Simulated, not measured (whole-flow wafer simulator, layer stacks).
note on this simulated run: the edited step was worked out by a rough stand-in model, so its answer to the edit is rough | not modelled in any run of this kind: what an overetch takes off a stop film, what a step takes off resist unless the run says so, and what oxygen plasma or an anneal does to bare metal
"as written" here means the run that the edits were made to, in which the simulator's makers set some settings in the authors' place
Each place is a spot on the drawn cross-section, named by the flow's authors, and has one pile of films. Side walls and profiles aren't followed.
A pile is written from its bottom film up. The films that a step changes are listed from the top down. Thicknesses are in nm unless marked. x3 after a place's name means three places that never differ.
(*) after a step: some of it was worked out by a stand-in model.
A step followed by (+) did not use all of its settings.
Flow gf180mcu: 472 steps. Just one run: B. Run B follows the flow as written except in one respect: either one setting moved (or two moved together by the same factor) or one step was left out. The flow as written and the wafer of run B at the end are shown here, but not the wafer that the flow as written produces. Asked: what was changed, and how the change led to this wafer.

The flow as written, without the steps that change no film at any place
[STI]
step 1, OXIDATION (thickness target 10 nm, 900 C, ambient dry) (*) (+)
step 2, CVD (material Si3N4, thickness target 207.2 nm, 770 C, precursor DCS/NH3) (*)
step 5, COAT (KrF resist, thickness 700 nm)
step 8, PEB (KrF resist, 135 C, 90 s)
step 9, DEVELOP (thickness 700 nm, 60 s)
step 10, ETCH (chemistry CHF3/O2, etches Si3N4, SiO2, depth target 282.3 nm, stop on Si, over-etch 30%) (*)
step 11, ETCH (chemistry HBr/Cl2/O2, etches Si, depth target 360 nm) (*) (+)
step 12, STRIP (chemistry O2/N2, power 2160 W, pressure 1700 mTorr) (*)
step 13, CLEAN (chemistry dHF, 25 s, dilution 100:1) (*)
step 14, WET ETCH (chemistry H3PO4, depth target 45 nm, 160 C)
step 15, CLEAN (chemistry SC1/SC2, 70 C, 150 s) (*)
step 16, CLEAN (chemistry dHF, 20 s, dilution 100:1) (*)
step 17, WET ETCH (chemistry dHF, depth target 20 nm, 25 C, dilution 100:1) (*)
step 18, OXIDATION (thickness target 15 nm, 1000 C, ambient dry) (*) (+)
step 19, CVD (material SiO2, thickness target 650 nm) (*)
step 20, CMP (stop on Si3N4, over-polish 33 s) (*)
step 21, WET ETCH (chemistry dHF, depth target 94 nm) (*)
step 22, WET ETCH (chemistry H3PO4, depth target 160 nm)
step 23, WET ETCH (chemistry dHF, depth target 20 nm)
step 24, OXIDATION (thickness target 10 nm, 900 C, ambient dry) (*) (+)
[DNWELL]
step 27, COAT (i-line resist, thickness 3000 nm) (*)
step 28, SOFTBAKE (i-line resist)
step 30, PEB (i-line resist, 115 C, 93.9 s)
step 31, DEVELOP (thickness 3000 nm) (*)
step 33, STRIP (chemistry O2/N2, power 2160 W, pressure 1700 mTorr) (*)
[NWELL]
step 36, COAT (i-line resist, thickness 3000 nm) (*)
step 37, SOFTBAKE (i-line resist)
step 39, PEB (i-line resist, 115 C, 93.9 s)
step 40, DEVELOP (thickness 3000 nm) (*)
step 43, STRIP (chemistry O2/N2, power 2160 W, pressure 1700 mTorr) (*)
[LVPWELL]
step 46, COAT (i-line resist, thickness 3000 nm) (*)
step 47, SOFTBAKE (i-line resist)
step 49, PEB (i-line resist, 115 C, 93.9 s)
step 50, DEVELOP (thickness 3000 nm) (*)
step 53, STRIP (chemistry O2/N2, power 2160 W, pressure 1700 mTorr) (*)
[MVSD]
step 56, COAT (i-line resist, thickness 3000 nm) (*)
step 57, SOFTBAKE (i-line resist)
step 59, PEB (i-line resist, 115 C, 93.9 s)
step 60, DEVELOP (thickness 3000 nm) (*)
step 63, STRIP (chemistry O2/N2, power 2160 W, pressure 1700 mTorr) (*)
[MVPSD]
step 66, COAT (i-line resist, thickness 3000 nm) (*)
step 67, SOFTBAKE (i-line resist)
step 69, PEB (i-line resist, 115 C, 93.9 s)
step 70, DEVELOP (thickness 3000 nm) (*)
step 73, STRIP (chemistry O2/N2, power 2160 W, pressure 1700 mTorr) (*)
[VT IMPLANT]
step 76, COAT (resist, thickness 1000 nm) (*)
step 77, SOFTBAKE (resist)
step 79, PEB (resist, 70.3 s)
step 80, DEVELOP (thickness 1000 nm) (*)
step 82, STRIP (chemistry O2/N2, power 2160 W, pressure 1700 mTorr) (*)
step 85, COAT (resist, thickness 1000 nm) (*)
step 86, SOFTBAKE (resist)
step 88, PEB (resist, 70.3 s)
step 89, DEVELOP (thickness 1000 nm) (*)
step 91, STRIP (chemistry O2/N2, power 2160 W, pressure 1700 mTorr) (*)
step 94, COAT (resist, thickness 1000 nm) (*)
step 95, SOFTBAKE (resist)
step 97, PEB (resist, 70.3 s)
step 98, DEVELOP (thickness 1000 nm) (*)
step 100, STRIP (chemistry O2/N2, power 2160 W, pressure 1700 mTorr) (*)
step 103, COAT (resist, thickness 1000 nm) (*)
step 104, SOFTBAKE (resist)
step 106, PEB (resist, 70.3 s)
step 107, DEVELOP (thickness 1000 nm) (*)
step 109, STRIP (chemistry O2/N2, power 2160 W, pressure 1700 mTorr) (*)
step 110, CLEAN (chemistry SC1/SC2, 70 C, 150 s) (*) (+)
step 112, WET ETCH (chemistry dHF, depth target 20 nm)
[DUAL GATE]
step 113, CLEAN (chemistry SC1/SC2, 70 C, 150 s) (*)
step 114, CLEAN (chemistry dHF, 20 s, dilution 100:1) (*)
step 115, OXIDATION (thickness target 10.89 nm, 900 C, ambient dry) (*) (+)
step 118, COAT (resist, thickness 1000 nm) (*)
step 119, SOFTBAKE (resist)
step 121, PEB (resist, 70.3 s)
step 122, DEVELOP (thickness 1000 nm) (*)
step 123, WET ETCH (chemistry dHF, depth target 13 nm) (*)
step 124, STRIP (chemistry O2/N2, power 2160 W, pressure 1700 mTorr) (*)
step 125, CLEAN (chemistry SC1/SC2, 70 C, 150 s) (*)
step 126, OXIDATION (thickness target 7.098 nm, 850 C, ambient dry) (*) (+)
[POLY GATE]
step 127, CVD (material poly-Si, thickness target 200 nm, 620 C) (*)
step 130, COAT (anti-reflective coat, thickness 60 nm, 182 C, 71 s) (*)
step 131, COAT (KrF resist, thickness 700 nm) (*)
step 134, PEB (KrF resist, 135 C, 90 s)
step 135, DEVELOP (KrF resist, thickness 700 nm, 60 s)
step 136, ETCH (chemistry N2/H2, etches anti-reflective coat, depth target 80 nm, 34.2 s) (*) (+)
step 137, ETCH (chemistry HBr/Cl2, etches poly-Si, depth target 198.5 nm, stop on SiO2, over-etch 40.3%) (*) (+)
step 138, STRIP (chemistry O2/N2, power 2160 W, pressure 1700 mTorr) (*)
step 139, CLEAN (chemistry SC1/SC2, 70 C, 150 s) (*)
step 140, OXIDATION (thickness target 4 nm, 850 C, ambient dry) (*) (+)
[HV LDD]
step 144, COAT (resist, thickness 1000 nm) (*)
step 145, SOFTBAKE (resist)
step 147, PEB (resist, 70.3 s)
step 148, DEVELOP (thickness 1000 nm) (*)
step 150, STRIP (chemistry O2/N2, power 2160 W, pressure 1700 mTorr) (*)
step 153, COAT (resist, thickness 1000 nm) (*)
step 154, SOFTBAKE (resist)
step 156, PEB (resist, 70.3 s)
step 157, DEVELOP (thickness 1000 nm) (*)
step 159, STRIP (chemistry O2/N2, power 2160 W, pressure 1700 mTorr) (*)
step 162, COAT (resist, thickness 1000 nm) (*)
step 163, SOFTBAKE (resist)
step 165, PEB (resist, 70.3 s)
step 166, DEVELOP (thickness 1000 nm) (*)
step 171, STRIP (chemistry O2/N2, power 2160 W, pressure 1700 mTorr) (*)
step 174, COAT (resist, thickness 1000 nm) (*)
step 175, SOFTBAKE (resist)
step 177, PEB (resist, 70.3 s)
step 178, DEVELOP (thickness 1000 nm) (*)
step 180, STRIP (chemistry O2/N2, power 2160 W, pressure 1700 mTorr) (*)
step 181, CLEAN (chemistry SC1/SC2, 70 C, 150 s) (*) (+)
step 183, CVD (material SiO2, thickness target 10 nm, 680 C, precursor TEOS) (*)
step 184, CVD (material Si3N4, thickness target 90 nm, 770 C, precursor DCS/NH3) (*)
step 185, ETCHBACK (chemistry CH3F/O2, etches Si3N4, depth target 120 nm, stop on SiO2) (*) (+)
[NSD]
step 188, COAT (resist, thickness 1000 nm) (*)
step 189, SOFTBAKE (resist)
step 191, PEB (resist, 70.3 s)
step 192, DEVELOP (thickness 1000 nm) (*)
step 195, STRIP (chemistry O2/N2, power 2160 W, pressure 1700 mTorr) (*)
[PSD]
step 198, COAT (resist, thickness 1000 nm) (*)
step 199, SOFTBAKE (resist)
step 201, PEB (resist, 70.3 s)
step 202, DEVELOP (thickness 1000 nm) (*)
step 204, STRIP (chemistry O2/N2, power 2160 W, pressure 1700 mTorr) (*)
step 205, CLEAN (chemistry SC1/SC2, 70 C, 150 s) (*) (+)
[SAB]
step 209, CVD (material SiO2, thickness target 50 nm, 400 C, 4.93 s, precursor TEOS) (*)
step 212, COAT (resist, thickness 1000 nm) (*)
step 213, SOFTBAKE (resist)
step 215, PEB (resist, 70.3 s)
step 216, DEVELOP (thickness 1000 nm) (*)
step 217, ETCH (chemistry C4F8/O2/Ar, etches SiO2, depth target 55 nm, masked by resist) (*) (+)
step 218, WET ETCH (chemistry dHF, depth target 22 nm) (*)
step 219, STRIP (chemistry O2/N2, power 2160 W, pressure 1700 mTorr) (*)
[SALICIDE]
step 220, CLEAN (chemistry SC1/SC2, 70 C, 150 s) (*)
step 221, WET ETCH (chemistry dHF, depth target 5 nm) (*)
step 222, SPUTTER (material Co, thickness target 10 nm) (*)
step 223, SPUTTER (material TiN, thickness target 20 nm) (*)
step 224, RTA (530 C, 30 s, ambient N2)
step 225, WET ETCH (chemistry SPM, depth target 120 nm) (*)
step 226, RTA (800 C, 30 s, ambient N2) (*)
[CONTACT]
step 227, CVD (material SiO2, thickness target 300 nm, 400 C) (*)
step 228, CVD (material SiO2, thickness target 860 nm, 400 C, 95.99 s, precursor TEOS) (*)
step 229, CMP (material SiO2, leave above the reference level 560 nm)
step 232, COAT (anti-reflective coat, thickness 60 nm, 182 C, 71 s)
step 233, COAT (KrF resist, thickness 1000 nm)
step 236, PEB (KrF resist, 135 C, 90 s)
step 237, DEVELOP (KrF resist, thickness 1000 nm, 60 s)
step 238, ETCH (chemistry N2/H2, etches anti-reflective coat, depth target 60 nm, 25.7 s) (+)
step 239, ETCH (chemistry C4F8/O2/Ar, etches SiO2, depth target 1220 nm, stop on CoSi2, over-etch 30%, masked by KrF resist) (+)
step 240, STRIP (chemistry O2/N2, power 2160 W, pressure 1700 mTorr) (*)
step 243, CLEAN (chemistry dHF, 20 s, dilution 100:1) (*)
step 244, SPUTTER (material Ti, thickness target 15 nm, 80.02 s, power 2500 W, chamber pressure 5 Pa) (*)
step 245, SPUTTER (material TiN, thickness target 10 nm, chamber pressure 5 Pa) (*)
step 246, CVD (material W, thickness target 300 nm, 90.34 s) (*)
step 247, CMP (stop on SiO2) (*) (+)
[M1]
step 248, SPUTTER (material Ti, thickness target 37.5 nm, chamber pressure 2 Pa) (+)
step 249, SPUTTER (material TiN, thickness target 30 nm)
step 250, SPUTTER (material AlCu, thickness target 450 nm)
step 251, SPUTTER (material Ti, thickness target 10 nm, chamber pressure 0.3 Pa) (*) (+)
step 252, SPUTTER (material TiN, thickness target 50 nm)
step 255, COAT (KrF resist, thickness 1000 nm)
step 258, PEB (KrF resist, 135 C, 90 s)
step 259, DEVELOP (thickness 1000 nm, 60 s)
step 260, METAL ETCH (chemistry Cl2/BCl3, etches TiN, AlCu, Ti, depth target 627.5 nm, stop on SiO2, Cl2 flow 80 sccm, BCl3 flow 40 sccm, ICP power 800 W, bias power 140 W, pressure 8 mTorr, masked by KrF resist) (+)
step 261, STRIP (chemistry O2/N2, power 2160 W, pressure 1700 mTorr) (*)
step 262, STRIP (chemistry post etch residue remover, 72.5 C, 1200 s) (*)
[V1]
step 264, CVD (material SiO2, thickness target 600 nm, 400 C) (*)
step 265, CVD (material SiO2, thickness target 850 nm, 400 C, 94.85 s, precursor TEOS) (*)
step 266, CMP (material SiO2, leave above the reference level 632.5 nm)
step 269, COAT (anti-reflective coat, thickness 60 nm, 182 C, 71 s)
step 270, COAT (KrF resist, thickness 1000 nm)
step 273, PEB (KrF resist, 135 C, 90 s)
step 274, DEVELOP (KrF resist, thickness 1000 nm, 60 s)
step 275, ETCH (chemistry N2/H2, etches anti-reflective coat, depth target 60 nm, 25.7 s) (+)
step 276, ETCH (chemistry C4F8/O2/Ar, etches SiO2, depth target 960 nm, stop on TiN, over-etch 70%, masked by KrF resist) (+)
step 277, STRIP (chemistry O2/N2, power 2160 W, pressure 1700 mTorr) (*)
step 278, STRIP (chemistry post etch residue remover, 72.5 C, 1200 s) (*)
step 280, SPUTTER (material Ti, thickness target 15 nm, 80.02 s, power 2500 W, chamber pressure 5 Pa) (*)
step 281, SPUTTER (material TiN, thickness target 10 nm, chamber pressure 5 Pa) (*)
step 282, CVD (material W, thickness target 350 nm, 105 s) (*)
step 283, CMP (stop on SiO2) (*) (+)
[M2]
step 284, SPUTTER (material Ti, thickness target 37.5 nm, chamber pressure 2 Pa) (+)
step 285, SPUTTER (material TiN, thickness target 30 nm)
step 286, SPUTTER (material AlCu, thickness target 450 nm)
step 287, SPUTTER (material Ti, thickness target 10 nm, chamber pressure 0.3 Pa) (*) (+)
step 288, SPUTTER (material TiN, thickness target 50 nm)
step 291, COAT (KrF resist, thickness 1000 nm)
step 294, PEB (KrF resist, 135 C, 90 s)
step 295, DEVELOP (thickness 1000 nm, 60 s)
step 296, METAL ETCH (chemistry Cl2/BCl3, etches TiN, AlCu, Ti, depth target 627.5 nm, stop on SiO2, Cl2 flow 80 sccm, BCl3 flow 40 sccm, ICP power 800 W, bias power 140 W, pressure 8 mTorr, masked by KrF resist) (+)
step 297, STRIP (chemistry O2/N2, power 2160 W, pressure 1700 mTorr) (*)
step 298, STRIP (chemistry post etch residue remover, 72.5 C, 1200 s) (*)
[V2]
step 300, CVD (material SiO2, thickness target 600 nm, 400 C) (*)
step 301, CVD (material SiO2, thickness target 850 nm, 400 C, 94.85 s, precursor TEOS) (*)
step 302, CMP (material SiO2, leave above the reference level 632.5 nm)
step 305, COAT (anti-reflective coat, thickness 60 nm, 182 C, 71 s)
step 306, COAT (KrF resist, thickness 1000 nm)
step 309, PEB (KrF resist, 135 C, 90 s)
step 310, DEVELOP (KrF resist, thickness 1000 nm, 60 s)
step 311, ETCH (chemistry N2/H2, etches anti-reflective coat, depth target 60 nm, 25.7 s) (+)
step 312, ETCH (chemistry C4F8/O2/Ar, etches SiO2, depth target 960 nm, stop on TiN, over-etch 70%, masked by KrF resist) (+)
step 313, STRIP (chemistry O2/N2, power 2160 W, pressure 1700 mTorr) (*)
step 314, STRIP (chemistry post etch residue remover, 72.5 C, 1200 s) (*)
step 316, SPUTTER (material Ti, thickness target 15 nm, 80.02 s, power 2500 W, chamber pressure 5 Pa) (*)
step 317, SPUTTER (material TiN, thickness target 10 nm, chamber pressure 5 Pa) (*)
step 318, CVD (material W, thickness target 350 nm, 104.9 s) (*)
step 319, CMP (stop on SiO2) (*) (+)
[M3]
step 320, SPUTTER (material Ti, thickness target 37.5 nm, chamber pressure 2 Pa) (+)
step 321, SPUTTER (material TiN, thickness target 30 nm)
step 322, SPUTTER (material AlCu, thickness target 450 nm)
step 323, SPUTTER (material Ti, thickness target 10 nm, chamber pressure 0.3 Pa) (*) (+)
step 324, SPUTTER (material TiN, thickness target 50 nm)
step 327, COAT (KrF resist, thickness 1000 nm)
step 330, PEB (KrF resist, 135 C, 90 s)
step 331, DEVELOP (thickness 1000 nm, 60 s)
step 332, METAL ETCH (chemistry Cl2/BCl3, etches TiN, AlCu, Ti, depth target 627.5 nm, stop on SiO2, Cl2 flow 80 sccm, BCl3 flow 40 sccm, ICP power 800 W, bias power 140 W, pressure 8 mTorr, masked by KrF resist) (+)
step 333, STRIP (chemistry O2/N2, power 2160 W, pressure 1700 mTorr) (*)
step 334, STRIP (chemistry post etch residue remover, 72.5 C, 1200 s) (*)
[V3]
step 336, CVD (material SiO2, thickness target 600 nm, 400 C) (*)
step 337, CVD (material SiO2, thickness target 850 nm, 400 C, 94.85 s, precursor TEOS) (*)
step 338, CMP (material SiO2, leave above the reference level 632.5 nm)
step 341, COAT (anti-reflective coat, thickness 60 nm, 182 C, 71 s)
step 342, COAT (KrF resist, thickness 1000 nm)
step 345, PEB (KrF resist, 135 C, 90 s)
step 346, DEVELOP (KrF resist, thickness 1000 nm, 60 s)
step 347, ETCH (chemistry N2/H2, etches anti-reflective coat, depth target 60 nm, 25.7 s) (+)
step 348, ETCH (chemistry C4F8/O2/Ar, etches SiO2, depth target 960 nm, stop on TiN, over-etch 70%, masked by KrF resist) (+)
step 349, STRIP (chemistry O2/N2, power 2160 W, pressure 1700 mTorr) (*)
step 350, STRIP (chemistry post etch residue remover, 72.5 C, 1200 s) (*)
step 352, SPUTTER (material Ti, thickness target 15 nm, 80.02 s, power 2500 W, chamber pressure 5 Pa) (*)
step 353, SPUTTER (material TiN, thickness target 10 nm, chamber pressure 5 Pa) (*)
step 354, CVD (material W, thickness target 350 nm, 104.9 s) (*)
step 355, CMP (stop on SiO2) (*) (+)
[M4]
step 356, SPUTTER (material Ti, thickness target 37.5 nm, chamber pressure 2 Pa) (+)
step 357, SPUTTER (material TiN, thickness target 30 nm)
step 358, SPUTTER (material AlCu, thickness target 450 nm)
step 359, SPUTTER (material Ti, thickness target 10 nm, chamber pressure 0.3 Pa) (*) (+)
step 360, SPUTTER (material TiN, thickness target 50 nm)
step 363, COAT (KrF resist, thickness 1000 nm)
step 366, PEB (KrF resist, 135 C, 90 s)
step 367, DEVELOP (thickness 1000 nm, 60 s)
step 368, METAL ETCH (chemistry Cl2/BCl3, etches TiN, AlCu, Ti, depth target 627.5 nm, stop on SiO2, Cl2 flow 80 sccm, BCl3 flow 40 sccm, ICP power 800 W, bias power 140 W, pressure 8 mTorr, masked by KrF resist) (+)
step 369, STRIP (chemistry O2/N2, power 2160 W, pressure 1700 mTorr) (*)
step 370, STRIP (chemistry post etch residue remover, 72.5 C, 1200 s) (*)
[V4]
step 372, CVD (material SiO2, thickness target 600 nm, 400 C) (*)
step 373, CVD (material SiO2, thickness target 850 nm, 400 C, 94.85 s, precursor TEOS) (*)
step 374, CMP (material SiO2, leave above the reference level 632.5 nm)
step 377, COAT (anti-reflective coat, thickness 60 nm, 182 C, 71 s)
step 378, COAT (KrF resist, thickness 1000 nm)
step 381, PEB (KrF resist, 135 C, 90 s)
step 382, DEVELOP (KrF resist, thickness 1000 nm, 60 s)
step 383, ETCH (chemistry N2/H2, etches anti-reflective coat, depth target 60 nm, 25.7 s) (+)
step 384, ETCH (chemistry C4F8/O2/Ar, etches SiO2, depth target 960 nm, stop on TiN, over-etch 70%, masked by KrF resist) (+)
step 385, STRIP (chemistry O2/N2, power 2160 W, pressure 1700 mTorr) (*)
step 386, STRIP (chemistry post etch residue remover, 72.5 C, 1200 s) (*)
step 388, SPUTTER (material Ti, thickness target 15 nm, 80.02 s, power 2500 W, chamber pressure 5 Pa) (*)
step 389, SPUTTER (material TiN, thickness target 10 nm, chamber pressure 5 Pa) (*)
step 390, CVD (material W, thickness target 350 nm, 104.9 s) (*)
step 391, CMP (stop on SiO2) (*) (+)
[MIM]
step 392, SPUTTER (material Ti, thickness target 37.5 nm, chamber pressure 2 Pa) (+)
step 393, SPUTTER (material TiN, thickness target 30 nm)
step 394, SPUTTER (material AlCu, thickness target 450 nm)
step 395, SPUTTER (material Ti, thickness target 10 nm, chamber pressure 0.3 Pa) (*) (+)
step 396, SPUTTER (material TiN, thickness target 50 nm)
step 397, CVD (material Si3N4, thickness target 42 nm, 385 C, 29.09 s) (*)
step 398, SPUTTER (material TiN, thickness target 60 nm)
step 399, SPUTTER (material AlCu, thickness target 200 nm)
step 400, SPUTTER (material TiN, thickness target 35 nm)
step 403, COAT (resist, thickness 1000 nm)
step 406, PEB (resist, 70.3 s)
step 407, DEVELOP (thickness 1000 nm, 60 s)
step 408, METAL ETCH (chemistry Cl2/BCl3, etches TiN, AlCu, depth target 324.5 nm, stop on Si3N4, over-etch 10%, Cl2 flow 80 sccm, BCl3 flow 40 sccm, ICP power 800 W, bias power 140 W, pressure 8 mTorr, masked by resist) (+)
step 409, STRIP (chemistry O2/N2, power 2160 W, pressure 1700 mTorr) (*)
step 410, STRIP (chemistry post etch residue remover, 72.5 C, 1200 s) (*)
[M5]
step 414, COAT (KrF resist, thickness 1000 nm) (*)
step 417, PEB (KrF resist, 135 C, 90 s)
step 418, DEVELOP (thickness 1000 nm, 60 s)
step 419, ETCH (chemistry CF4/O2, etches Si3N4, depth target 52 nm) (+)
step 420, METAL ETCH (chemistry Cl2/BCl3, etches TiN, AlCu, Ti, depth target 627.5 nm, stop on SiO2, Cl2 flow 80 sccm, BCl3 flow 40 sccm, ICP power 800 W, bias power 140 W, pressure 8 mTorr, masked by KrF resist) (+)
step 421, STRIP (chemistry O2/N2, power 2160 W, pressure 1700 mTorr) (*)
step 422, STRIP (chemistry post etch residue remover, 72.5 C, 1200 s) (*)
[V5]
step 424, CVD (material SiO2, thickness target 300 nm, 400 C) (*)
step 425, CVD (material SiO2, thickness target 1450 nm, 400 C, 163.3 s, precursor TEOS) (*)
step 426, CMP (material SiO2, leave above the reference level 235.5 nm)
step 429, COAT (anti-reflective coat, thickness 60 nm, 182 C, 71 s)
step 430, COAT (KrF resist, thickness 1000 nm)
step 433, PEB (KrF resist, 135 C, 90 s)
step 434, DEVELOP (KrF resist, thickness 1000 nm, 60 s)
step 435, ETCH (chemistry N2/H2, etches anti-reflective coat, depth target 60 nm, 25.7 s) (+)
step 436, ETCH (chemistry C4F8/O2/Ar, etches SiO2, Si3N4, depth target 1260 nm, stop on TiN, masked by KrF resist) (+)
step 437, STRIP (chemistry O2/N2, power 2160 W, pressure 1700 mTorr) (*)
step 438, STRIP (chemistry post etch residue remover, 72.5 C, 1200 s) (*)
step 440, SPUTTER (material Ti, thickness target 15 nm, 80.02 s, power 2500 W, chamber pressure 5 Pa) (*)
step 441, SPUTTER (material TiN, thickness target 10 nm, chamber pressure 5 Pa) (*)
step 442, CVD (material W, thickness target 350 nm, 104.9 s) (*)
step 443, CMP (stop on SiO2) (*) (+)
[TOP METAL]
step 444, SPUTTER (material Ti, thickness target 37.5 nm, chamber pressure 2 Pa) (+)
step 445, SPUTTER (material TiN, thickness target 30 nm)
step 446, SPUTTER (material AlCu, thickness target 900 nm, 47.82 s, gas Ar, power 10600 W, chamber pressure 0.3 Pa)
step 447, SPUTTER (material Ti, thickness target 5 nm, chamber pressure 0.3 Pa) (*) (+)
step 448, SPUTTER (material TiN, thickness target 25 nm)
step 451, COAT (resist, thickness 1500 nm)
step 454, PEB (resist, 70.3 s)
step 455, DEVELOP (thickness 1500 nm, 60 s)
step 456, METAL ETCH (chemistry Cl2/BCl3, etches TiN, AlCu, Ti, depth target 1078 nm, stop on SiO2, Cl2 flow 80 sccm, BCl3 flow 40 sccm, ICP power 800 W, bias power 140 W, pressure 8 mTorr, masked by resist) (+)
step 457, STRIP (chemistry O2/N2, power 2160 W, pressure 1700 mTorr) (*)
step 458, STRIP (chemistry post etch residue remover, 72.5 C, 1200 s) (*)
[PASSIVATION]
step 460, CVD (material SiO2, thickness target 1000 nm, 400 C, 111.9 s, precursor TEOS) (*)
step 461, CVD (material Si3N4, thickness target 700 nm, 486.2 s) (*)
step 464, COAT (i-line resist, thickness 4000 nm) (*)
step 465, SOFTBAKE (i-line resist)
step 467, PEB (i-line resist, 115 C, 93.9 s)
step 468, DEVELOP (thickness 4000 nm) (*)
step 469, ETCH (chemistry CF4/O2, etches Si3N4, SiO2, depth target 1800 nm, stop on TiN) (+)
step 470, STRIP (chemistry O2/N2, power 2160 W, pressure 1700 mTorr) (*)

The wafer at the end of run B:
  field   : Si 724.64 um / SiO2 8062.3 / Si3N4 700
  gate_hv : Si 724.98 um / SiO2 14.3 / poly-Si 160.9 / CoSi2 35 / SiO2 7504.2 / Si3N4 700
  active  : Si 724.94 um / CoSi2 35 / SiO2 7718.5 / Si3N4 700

Cause: step 424, CVD: thickness target 135 nm was run, while the flow as written has thickness target 300 nm.

How this came from the change, step by step:
  step 424, CVD (material SiO2, thickness target 300 nm, 400 C) (*)
      field, field__w1, field__w2 and 101 more: +135 SiO2 (it would be, as written: +300 SiO2)
      field__w4, field__w8, contact, m1, m1__w1, mim, mim_1p0, m1_nw: +135 SiO2 (new film) (it would be, as written: +300 SiO2 (new film))
  step 436, ETCH (chemistry C4F8/O2/Ar, etches SiO2, Si3N4, depth target 1260 nm, stop on TiN, masked by KrF resist) (+)
      field, field__w1, field__w2 and 108 more: -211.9 KrF resist (it would be, as written: -252 KrF resist)
      contact: -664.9 SiO2 (all of it), -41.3 Si3N4 (all of it) (it would be, as written: -829.9 SiO2 (all of it), -41.3 Si3N4 (all of it))
  step 437, STRIP (chemistry O2/N2, power 2160 W, pressure 1700 mTorr) (*)
      field, field__w1, field__w2 and 108 more: -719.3 KrF resist (all of it), -60 anti-reflective coat (all of it) (it would be, as written: -679.2 KrF resist (all of it), -60 anti-reflective coat (all of it))
  step 440, SPUTTER (material Ti, thickness target 15 nm, 80.02 s, power 2500 W, chamber pressure 5 Pa) (*)
      contact: +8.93 Ti (new film) (it would be, as written: +8.12 Ti (new film))
  step 441, SPUTTER (material TiN, thickness target 10 nm, chamber pressure 5 Pa) (*)
      contact: +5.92 TiN (new film) (it would be, as written: +5.38 TiN (new film))
  step 442, CVD (material W, thickness target 350 nm, 104.9 s) (*)
      contact: +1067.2 W (new film) (it would be, as written: +1233.6 W (new film))
